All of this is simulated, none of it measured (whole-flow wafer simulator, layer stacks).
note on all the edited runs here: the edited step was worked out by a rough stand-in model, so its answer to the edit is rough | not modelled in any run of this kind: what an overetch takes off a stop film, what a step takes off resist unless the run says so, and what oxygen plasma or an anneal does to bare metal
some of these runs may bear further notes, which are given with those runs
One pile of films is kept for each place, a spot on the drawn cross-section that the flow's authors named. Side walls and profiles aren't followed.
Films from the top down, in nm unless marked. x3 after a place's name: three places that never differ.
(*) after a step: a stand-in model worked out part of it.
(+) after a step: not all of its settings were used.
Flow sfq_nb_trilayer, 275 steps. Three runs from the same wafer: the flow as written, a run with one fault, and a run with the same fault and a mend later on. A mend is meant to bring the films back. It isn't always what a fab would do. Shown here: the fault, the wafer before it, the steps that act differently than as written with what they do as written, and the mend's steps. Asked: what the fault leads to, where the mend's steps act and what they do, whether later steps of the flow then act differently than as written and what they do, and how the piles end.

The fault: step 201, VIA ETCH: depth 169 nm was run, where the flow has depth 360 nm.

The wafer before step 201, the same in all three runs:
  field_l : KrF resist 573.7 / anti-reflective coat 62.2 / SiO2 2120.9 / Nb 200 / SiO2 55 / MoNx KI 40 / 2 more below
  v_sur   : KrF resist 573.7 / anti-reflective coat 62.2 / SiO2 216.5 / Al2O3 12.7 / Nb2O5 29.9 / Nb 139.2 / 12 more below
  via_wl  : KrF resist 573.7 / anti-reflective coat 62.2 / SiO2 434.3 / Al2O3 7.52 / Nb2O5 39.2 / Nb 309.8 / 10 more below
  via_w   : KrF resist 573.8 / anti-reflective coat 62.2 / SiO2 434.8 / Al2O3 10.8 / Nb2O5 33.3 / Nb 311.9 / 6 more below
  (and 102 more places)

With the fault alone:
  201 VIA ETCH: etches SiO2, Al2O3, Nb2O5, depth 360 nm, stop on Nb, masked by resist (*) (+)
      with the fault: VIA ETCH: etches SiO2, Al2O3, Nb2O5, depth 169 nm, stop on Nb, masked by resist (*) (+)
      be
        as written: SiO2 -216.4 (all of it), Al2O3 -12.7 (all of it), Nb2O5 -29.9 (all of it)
        with the fault: SiO2 -169
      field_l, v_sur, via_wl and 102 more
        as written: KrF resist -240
        with the fault: KrF resist -112.7
  Later steps of the flow that act differently than as written (7 more steps differ only slightly, by at most 2% or 0.5 nm, whichever is larger, and aren't shown):
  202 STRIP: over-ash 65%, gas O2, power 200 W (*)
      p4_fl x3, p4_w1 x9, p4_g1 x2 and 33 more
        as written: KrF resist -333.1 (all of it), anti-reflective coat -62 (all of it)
        with the fault: KrF resist -460.5 (all of it), anti-reflective coat -62 (all of it)
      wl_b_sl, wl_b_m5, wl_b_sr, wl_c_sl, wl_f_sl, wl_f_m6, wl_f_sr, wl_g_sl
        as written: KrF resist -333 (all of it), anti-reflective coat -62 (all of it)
        with the fault: KrF resist -460.3 (all of it), anti-reflective coat -62 (all of it)
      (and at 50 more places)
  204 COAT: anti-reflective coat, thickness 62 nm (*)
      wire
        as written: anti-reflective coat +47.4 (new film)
        with the fault: anti-reflective coat +50 (new film)
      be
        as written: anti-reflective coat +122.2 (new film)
        with the fault: anti-reflective coat +108.9 (new film)
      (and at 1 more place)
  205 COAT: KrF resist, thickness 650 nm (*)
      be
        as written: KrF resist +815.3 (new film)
        with the fault: KrF resist +750.9 (new film)
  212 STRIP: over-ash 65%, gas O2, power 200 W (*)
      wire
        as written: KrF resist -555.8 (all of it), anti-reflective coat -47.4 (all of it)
        with the fault: KrF resist -560.9 (all of it), anti-reflective coat -50 (all of it)
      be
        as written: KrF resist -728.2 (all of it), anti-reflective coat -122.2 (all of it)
        with the fault: KrF resist -663.8 (all of it), anti-reflective coat -108.9 (all of it)
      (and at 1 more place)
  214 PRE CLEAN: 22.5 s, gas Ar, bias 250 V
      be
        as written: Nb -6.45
        with the fault: SiO2 -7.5
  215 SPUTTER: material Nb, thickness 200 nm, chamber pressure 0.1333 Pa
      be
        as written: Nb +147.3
        with the fault: Nb +168.3 (new film)
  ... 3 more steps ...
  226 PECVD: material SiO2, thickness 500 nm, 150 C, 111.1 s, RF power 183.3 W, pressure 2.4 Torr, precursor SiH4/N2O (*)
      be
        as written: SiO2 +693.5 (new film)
        with the fault: SiO2 +583.6 (new film)
  At the end the piles differ from the flow's by more than 2% or 0.5 nm, whichever is larger, at be.
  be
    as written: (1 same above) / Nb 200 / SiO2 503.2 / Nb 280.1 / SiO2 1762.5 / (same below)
    with the fault: (1 same above) / Nb 200 / SiO2 393.4 / Nb 168.3 / SiO2 39.9 / Al2O3 12.7 / Nb2O5 29.9 / Nb 139.2 / SiO2 1762.5 / (same below)

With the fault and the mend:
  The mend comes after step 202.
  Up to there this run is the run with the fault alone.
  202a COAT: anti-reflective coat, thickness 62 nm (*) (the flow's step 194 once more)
      p4_fl x3, p4_w1 x9, p4_g1 x2 and 50 more
        anti-reflective coat +62 (new film)
      field_l, v_sur, wl_a_sl, wl_a_m6, wl_a_sr, wl_g_sr
        anti-reflective coat +61.9 (new film)
      via_wl, via_w, gap
        anti-reflective coat +61.8 (new film)
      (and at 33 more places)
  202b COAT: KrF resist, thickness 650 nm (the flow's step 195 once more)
      p4_fl x3, p4_w1 x9, p4_g1 x2 and 33 more
        KrF resist +650 (new film)
      wl_b_m5, wl_b_sr, wl_c_sl and 12 more
        KrF resist +649.9 (new film)
      field_l, wl_a_sr, wl_g_sr
        KrF resist +649.7 (new film)
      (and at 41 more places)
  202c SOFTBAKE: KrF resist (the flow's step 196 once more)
      changes no film at any place that is followed
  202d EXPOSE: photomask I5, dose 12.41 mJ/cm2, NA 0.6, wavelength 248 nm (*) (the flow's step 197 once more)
      changes no film at any place that is followed
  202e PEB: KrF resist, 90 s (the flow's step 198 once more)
      field_l, v_sur, via_wl and 83 more
        KrF resist -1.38
      via_wr, via_sp, via_v, wire
        KrF resist -1.37
      ce_l, moat, field_r, wl_jj
        KrF resist -1.39
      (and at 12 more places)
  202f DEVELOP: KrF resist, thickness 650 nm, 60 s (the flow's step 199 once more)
      field_l, v_sur, via_wl and 102 more
        KrF resist -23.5
      be
        KrF resist -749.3 (all of it)
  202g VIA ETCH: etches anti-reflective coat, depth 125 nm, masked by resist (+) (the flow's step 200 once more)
      field_l, v_sur, via_wl and 102 more
        KrF resist -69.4
      be
        anti-reflective coat -108.9 (all of it), SiO2 -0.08
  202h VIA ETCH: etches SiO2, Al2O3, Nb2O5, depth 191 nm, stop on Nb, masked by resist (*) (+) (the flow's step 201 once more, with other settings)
      field_l, v_sur, via_wl and 102 more
        KrF resist -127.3
      be
        SiO2 -47.3 (all of it), Al2O3 -12.7 (all of it), Nb2O5 -29.9 (all of it)
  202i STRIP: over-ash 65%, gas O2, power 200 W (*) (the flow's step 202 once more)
      p4_fl x3, p4_w1 x9, p4_g1 x2 and 33 more
        KrF resist -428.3 (all of it), anti-reflective coat -62 (all of it)
      wl_b_m5, wl_b_sr, wl_c_sl and 12 more
        KrF resist -428.2 (all of it), anti-reflective coat -62 (all of it)
      field_l, wl_a_sr, wl_g_sr
        KrF resist -428.1 (all of it), anti-reflective coat -61.9 (all of it)
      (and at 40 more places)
  No later step of the flow acts differently than as written at any place that is followed.
  At the end the piles are the same as the flow's at every place that both follow.
